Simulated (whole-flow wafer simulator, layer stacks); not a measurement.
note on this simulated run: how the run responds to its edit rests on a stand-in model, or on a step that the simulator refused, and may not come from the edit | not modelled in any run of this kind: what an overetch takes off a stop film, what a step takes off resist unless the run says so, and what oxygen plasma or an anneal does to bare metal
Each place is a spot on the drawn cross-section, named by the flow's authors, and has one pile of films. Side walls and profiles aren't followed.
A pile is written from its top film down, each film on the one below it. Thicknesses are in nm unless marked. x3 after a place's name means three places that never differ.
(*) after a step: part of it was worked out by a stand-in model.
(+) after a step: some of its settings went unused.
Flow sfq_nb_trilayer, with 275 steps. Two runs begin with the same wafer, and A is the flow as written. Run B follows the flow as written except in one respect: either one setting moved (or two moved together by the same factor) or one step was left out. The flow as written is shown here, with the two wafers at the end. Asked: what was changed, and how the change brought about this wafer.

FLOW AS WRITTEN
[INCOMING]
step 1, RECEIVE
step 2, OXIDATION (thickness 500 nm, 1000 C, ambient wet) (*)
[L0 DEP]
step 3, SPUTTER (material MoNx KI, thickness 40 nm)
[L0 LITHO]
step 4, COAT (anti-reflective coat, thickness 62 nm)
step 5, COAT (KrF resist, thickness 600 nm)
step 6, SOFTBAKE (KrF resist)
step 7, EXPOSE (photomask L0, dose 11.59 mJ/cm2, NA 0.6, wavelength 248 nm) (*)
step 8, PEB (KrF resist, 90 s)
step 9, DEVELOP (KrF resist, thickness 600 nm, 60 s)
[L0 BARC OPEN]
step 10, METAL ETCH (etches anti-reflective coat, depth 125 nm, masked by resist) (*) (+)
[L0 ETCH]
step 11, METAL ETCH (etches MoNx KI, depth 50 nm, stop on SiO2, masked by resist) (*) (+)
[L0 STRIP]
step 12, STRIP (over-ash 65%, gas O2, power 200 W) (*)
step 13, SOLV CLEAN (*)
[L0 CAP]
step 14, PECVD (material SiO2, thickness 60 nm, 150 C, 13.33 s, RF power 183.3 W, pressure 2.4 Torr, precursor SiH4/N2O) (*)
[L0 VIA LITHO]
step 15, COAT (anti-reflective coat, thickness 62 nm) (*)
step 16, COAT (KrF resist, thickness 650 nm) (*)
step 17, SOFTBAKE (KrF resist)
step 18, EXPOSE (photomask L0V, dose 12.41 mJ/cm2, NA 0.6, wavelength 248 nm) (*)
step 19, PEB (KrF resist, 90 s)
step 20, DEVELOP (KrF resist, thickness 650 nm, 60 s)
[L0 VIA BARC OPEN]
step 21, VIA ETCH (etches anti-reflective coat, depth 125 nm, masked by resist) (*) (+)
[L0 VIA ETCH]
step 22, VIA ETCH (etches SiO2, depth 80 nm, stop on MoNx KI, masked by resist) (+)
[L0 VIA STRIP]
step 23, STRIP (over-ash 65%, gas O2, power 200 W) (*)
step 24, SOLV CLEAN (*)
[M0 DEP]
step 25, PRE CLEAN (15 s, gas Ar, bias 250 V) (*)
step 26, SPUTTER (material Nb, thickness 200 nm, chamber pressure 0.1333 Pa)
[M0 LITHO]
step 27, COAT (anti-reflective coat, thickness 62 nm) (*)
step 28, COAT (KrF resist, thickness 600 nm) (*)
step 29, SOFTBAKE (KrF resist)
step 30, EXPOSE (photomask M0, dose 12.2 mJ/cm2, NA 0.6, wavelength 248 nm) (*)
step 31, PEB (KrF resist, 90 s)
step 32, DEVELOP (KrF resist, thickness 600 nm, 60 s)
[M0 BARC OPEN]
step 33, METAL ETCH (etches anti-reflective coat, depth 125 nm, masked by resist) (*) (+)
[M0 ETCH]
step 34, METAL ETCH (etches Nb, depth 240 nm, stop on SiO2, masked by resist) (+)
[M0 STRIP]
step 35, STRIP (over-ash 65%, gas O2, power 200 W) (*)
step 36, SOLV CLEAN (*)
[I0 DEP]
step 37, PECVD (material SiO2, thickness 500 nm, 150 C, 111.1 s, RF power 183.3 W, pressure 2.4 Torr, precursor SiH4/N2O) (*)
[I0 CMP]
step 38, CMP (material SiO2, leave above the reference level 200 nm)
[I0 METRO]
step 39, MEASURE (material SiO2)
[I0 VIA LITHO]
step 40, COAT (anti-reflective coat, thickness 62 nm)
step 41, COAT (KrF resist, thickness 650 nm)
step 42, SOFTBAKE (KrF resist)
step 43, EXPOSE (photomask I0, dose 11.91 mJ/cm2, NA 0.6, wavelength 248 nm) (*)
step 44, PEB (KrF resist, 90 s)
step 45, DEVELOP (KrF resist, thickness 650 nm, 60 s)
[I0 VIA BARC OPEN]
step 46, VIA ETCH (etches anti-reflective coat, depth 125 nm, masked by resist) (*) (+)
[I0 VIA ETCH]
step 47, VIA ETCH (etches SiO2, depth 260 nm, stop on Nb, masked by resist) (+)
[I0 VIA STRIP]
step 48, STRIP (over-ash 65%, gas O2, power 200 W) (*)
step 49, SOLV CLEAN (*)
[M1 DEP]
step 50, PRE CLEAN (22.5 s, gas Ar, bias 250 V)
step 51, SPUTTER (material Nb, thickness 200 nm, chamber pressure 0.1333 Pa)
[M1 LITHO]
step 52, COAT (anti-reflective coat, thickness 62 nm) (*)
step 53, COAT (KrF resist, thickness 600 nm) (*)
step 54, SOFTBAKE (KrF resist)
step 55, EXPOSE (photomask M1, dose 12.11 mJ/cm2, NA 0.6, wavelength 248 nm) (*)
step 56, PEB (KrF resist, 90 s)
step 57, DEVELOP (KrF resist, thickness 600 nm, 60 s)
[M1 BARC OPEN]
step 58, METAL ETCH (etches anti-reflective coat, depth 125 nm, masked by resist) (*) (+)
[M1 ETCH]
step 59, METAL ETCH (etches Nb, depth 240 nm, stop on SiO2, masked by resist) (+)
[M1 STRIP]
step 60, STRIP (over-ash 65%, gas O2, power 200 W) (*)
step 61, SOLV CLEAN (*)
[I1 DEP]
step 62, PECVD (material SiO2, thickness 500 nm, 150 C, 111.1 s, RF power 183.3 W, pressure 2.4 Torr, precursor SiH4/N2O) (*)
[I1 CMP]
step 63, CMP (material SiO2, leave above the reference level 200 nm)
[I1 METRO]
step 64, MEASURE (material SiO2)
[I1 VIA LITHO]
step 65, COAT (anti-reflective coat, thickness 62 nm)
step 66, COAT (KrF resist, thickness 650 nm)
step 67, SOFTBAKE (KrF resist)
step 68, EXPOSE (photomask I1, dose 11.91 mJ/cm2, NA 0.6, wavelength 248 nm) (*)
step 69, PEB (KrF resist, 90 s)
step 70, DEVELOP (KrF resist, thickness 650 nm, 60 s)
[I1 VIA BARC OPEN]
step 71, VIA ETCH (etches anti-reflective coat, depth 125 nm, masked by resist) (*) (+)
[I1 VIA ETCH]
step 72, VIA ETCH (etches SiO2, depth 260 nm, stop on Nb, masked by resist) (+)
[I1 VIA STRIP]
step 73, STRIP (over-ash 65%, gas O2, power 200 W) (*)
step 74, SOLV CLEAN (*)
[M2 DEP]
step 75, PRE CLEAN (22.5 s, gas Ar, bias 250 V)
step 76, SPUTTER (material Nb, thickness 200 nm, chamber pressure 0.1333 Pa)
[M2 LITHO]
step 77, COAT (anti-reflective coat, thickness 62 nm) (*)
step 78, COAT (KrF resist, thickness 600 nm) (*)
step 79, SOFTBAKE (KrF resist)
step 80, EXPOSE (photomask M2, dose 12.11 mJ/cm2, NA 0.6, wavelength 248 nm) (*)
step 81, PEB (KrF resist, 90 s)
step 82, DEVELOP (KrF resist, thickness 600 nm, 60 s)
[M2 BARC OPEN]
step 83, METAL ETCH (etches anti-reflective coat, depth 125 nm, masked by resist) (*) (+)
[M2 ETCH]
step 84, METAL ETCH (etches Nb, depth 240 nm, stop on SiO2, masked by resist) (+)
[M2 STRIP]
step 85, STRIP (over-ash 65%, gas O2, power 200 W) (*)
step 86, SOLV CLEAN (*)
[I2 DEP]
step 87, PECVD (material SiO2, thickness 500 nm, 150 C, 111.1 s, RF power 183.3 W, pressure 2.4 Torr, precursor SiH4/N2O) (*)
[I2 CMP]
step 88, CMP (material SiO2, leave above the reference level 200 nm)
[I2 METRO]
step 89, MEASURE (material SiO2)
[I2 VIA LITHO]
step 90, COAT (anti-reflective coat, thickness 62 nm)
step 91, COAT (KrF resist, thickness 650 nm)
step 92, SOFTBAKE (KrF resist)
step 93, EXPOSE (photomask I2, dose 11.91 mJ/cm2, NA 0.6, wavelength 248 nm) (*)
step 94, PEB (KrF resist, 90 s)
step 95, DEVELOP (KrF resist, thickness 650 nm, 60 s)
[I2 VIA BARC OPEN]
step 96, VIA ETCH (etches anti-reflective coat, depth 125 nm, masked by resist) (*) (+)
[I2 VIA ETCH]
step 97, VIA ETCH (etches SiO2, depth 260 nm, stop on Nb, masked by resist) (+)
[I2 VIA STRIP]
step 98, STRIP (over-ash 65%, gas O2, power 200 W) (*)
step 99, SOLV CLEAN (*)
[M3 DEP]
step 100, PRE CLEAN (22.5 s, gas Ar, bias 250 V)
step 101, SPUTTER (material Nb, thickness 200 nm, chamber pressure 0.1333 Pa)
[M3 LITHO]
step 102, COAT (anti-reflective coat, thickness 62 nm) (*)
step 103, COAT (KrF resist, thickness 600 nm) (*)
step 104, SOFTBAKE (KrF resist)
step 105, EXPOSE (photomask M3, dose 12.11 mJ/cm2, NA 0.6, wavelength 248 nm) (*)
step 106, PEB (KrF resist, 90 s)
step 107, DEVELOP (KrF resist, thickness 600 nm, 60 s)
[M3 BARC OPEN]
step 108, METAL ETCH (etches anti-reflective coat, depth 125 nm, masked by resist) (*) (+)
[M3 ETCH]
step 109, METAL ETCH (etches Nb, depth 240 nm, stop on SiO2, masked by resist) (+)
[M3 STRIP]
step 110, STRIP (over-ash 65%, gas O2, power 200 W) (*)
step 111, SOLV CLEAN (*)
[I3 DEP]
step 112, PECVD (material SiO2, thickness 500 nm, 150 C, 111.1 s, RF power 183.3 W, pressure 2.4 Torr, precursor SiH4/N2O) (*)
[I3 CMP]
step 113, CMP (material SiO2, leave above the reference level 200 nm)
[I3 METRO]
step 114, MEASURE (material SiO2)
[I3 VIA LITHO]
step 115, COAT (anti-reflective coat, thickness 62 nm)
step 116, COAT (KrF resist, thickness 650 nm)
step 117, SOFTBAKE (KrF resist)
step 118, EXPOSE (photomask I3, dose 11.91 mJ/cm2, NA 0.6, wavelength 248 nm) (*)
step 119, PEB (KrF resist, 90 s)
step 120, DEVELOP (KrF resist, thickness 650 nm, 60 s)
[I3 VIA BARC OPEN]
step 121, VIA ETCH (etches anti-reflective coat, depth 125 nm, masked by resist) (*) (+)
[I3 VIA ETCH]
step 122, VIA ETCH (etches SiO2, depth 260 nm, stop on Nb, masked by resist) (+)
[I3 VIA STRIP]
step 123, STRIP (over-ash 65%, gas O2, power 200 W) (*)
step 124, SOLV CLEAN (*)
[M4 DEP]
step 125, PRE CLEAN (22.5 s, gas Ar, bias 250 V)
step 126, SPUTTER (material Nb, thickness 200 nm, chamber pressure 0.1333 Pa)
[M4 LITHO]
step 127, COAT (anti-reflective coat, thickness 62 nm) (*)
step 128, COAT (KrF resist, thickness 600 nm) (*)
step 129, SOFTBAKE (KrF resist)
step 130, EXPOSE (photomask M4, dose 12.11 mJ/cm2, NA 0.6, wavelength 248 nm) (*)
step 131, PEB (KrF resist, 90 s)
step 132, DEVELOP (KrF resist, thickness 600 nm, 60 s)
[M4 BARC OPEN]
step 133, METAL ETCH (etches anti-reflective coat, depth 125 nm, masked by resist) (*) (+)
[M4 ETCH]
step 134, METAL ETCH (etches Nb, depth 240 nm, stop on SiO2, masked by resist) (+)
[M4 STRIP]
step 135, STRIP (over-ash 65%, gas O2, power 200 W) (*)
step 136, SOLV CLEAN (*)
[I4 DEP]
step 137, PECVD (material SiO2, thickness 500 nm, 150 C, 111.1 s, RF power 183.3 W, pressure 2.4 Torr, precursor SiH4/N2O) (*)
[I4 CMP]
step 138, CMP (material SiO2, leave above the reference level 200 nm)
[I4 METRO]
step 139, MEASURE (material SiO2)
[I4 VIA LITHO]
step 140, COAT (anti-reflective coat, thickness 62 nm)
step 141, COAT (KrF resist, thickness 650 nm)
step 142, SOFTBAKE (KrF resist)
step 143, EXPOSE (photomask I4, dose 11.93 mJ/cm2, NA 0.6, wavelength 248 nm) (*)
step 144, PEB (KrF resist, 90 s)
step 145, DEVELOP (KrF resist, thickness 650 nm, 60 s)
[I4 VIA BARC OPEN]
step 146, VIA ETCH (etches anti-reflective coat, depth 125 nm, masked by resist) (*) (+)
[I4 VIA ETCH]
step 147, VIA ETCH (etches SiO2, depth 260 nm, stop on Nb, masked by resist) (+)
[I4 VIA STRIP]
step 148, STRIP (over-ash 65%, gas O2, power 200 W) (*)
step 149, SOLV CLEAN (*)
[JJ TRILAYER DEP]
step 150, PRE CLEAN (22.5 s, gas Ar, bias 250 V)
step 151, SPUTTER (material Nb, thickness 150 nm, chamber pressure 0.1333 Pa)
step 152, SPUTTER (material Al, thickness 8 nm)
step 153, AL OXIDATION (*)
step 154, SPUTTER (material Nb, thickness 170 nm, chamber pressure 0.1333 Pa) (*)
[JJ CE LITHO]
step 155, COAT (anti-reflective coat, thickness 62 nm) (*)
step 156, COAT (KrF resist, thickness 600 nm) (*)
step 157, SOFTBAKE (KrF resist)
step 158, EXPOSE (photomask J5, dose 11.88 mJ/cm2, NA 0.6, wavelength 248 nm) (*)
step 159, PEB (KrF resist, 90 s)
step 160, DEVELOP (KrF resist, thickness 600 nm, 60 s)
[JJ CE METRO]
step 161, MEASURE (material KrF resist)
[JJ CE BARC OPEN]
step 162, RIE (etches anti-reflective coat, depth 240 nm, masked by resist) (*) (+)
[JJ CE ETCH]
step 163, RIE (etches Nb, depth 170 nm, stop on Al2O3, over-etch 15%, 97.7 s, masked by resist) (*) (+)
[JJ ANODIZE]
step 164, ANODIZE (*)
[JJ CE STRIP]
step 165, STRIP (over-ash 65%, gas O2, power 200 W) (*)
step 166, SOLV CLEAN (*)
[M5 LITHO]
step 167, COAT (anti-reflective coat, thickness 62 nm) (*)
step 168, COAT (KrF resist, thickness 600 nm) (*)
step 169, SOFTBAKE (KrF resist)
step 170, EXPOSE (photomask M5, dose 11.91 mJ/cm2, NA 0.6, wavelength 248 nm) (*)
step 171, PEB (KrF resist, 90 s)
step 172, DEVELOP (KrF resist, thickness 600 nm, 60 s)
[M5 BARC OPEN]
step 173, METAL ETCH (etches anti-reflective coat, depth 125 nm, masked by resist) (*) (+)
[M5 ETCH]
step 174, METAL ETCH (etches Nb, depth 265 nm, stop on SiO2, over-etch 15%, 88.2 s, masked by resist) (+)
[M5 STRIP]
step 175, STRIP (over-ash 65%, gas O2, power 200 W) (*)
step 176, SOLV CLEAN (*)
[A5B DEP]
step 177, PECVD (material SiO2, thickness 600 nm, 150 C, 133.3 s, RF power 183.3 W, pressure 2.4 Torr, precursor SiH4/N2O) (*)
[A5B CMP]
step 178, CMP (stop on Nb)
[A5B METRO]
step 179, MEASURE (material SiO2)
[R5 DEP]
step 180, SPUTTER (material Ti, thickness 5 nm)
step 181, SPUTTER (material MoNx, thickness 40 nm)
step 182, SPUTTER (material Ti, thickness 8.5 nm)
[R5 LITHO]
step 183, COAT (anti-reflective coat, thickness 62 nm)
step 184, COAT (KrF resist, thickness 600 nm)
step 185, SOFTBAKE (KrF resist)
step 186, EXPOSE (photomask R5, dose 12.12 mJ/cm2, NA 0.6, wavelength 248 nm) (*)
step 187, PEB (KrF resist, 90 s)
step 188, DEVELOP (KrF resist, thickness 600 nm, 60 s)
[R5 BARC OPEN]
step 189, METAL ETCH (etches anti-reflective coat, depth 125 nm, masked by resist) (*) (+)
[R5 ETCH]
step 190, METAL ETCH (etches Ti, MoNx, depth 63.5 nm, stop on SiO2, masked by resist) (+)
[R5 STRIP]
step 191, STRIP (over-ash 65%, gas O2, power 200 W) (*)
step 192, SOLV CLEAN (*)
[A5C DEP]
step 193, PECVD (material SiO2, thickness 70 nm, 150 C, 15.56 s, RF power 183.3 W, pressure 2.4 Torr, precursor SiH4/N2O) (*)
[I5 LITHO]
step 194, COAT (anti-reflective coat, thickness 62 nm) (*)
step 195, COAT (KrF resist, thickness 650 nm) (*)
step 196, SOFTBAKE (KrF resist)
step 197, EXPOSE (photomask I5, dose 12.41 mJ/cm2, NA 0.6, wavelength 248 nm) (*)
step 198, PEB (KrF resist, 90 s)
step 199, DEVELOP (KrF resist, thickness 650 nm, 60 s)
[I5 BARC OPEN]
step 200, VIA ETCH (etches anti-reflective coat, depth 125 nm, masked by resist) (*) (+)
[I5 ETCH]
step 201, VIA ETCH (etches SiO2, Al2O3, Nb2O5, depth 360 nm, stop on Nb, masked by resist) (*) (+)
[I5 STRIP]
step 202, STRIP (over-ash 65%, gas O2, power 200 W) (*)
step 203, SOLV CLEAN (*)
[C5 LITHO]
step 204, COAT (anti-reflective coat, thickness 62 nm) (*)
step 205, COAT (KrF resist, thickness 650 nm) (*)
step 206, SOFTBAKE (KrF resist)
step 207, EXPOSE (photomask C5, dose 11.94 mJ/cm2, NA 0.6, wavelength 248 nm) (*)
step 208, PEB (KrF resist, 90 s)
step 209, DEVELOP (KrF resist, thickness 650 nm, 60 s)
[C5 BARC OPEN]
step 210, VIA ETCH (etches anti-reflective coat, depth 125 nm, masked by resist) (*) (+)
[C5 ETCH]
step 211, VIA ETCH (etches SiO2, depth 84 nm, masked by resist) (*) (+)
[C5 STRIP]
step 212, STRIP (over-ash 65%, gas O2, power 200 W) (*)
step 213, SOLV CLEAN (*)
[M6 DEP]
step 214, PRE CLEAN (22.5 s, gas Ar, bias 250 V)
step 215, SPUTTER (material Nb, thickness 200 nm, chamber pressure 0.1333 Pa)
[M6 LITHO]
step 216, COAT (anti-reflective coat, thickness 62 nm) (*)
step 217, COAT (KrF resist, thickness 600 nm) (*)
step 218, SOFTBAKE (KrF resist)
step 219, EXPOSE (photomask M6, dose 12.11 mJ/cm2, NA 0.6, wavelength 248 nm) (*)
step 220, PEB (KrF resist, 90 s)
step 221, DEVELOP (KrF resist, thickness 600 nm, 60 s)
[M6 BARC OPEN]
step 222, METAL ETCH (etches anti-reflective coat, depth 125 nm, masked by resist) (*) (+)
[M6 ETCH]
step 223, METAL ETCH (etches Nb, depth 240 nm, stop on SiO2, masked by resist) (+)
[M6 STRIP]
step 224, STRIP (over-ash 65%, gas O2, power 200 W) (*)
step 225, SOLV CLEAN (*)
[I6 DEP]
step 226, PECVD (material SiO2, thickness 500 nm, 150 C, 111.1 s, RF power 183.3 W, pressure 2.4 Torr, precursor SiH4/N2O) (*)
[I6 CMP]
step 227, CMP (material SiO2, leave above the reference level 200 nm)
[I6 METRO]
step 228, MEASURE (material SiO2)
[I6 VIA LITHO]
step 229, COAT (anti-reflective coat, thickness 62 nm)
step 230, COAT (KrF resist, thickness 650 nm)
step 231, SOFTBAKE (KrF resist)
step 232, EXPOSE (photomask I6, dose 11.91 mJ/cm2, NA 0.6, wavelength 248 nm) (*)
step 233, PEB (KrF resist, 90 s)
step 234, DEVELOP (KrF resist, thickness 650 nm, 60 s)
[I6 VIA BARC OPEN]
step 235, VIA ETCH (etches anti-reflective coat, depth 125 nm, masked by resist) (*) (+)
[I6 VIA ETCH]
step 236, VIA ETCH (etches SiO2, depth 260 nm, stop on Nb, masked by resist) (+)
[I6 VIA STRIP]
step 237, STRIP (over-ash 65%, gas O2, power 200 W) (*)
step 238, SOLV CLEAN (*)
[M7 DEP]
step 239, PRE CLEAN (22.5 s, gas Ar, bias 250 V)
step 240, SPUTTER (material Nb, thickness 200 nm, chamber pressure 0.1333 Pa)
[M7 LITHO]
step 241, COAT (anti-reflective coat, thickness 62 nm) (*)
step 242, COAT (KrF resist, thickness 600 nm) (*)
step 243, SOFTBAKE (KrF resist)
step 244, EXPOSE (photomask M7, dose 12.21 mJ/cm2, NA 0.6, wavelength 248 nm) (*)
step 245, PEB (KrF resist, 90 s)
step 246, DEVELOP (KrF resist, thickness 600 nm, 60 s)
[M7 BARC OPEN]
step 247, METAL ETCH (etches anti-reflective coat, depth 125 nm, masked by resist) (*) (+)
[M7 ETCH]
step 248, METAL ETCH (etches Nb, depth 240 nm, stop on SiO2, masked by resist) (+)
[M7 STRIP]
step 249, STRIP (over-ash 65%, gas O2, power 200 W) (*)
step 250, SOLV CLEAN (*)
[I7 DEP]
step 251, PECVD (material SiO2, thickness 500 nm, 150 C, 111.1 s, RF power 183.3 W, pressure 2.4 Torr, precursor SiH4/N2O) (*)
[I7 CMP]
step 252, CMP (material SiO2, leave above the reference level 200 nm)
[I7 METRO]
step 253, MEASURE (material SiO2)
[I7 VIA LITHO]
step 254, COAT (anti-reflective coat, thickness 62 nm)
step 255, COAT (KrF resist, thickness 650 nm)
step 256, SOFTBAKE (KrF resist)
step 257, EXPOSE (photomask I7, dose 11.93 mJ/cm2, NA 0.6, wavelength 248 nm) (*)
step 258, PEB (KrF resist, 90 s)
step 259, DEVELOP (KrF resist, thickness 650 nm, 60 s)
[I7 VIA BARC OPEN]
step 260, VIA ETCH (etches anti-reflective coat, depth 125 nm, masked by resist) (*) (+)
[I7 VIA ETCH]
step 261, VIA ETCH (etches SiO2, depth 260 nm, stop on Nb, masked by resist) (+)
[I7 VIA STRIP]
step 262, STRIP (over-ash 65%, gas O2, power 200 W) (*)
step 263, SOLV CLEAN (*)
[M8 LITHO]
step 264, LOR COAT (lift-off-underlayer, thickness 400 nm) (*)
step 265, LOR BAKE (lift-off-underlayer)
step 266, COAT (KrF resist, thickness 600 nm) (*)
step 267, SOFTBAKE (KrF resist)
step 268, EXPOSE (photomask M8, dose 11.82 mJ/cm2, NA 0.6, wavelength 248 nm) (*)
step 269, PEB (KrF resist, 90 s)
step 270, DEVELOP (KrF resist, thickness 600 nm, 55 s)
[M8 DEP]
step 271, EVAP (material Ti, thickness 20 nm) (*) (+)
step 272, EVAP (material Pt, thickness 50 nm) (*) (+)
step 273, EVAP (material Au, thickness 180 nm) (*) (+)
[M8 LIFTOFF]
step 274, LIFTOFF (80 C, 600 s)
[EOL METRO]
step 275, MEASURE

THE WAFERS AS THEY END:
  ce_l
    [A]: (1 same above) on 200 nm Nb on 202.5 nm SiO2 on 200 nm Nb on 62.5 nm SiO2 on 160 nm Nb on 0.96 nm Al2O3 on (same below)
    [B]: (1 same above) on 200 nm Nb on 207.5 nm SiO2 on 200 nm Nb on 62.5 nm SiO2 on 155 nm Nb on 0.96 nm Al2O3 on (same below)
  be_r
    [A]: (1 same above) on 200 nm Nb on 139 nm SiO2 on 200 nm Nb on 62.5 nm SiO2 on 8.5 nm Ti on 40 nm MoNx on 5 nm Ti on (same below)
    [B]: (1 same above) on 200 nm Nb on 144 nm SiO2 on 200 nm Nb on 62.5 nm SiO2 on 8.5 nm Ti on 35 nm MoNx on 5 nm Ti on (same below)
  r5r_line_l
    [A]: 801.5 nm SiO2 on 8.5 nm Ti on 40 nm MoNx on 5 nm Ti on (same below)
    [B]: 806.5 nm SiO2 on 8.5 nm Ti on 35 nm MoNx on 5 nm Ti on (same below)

Cause: step 181, SPUTTER: thickness 35 nm was run, whereas the flow has thickness 40 nm.
The wafer lets one read it off: be_r has MoNx 35, and step 181 as written asks for 40 nm.

Step by step, how the change led to this:
  step 181, SPUTTER (material MoNx, thickness 40 nm)
      field_l, v_sur, via_wl and 103 more: A +40 MoNx (new film) | B +35 MoNx (new film)
  step 190, METAL ETCH (etches Ti, MoNx, depth 63.5 nm, stop on SiO2, masked by resist) (+)
      field_l, v_sur, via_wl and 92 more: A -8.5 Ti (all of it), -40 MoNx (all of it), -5 Ti (all of it) | B -8.5 Ti (all of it), -35 MoNx (all of it), -5 Ti (all of it)
      ce_l, c5j, ce_r, wl_jj: A -8.5 Ti (all of it), -40 MoNx (all of it), -5 Ti (all of it), -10 Nb | B -8.5 Ti (all of it), -35 MoNx (all of it), -5 Ti (all of it), -15 Nb
  step 194, COAT (anti-reflective coat, thickness 62 nm) (*)
      r5r_spacepad_l, r5r_spacepad_r: A +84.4 anti-reflective coat (new film) | B +82.2 anti-reflective coat (new film)
      ce_l: A +67.2 anti-reflective coat (new film) | B +69.4 anti-reflective coat (new film)
      (also at 5 further places)
  step 202, STRIP (over-ash 65%, gas O2, power 200 W) (*)
      r5r_spacepad_l, r5r_spacepad_r: A -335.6 KrF resist (all of it), -84.4 anti-reflective coat (all of it) | B -335.4 KrF resist (all of it), -82.2 anti-reflective coat (all of it)
      ce_l: A -341.5 KrF resist (all of it), -67.2 anti-reflective coat (all of it) | B -342.8 KrF resist (all of it), -69.4 anti-reflective coat (all of it)
      (also at 5 further places)
  step 204, COAT (anti-reflective coat, thickness 62 nm) (*)
      r5r_spacepad_l, r5r_spacepad_r: A +84.4 anti-reflective coat (new film) | B +82.2 anti-reflective coat (new film)
      ce_l: A +66 anti-reflective coat (new film) | B +68.2 anti-reflective coat (new film)
      (also at 4 further places)
  step 210, VIA ETCH (etches anti-reflective coat, depth 125 nm, masked by resist) (*) (+)
      c5j: A -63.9 anti-reflective coat (all of it), -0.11 SiO2 | B -65.3 anti-reflective coat (all of it), -0.1 SiO2
  step 212, STRIP (over-ash 65%, gas O2, power 200 W) (*)
      r5r_spacepad_l, r5r_spacepad_r: A -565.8 KrF resist (all of it), -84.4 anti-reflective coat (all of it) | B -565.2 KrF resist (all of it), -82.2 anti-reflective coat (all of it)
      ce_l: A -567.4 KrF resist (all of it), -66 anti-reflective coat (all of it) | B -568.4 KrF resist (all of it), -68.2 anti-reflective coat (all of it)
      (also at 3 further places)
  step 216, COAT (anti-reflective coat, thickness 62 nm) (*)
      r5r_spacepad_l, r5r_spacepad_r: A +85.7 anti-reflective coat (new film) | B +83.3 anti-reflective coat (new film)
      ce_l: A +48 anti-reflective coat (new film) | B +49.6 anti-reflective coat (new film)
      (also at 3 further places)
  step 222, METAL ETCH (etches anti-reflective coat, depth 125 nm, masked by resist) (*) (+)
      r5r_spacepad_l, r5r_spacepad_r: A -85.7 anti-reflective coat (all of it) | B -83.3 anti-reflective coat (all of it)
  step 224, STRIP (over-ash 65%, gas O2, power 200 W) (*)
      ce_l: A -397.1 KrF resist (all of it), -48 anti-reflective coat (all of it) | B -399 KrF resist (all of it), -49.6 anti-reflective coat (all of it)
      ce_r: A -403.5 KrF resist (all of it), -48.8 anti-reflective coat (all of it) | B -404.9 KrF resist (all of it), -50.3 anti-reflective coat (all of it)
      (also at 2 further places)
  step 227, CMP (material SiO2, leave above the reference level 200 nm)
      r5r_line_l, r5r_line_c, r5r_line_r: A -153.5 SiO2 | B -148.5 SiO2
      r5r_spacepad_l, r5r_spacepad_r: A -153.5 SiO2 | B -146 SiO2
      (also at 1 further place)
